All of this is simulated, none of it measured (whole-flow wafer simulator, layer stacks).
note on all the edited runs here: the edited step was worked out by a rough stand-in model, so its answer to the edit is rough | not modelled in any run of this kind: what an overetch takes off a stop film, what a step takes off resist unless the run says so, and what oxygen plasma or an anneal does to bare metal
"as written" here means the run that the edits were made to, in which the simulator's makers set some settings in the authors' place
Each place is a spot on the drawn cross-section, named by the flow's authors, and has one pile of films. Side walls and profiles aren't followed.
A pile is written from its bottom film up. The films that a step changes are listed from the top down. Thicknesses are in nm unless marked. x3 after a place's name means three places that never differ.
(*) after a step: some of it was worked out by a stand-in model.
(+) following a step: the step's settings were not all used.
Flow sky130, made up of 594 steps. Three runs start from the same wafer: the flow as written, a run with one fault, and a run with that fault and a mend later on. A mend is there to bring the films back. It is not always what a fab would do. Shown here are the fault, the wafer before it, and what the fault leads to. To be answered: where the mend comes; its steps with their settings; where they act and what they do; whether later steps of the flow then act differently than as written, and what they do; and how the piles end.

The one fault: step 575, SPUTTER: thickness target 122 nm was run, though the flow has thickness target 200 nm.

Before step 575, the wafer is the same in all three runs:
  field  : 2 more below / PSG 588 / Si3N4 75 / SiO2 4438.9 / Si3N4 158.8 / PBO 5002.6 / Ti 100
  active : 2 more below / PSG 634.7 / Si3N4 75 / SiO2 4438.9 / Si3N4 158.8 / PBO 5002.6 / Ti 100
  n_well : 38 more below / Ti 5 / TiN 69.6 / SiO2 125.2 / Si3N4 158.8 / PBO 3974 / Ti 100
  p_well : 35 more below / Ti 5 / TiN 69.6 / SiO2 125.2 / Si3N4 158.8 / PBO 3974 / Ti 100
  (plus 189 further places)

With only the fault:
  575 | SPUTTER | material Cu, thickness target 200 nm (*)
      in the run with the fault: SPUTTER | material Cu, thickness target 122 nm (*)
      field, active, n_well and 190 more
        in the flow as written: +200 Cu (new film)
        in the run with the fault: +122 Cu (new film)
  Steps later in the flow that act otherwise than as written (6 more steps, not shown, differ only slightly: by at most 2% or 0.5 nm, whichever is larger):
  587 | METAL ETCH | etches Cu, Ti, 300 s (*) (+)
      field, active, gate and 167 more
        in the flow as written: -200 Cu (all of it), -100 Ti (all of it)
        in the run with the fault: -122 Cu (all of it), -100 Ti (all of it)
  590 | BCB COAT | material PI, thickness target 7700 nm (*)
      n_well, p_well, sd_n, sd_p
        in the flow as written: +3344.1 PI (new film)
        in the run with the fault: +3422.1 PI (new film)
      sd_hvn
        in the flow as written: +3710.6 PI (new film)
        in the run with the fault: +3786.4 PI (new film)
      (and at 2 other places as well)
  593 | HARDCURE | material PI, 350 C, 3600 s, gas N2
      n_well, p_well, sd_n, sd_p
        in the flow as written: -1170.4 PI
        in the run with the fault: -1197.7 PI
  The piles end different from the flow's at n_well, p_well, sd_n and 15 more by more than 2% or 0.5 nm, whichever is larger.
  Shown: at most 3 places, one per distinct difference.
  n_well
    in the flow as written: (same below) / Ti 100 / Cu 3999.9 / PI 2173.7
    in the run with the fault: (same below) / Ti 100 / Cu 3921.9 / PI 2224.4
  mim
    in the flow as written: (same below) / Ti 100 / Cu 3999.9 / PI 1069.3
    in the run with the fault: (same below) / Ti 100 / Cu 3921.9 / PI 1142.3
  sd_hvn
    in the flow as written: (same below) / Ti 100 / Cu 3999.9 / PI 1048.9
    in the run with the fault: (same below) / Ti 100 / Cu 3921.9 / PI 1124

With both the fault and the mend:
  After step 582 comes the mend.
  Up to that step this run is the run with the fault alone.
  582a | STRIP | chemistry NMP, 80 C, 900 s
      wcut_nhv, wcut_phv, wcut_fox_pw and 23 more
        -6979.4 i-line resist (all of it)
      mim_edge_plate_strap, mim_edge_plate, mim_edge_gap, mim_edge_gap_sheet, vpp_l1ln, dnw_fox
        -6980.8 i-line resist (all of it)
      gate_len, gate_lvt_sd_len, gate_p_sd_len, gate_p_hvt_sd_len, gate_p_lvt_sd_len, gate_len_250
        -6982 i-line resist (all of it)
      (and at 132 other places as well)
  582b | SPUTTER | material Cu, thickness target 78 nm (*) (the flow's step 575, run once more with other settings)
      field, active, n_well and 190 more
        +78 Cu
  582c | HMDS | 120 C, 60 s (the flow's step 577, run once more)
      leaves every film unchanged at each place that is followed
  582d | COAT | i-line resist, thickness 7000 nm (*) (the flow's step 578, run once more)
      dice_street, wcut_nhv, wcut_phv and 18 more
        +7000 i-line resist (new film)
      poly_ln, iso_pw_fox, gate_lvt_sd, active_lvt, spacer_lvt, sonos_sd, sonos_cell_x, sonos_guard_x
        +7003.2 i-line resist (new film)
      vpp_iso2, mim_edge_plate_strap, mim_edge_plate, mim_edge_gap, mim_edge_gap_sheet, gate_hv_nvt, de16_nw_sti
        +7001.4 i-line resist (new film)
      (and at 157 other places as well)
  582e | SOFTBAKE | i-line resist, 110 C, 180 s (the flow's step 579, run once more)
      de16_gate_pw, de16_pw_fp, de16_pw_sti, de16_psrc_nw
        -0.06 i-line resist
      field, active_lvt
        +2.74 i-line resist
      mim, vcap_hvt
        -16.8 i-line resist
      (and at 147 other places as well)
  582f | EXPOSE | photomask CU1M (the flow's step 580, run once more)
      leaves every film unchanged at each place that is followed
  582g | PEB | i-line resist, 90 C, 60 s (the flow's step 581, run once more)
      field, active, n_well and 134 more
        -0.07 i-line resist
      pad
        -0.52 i-line resist
  582h | DEVELOP | thickness 7000 nm (*) (the flow's step 582, run once more)
      field, active, gate and 167 more
        -20.6 i-line resist
      n_well, p_well, sd_n, sd_p
        -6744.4 i-line resist (all of it)
      dep_nw_sti, dep_ntap_nw, de16_nw_sti
        -7000.7 i-line resist (all of it)
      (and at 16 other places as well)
  None of the later steps of the flow acts differently than as written at any place that is followed.
  At every place that both follow, the piles at the end match the flow's.
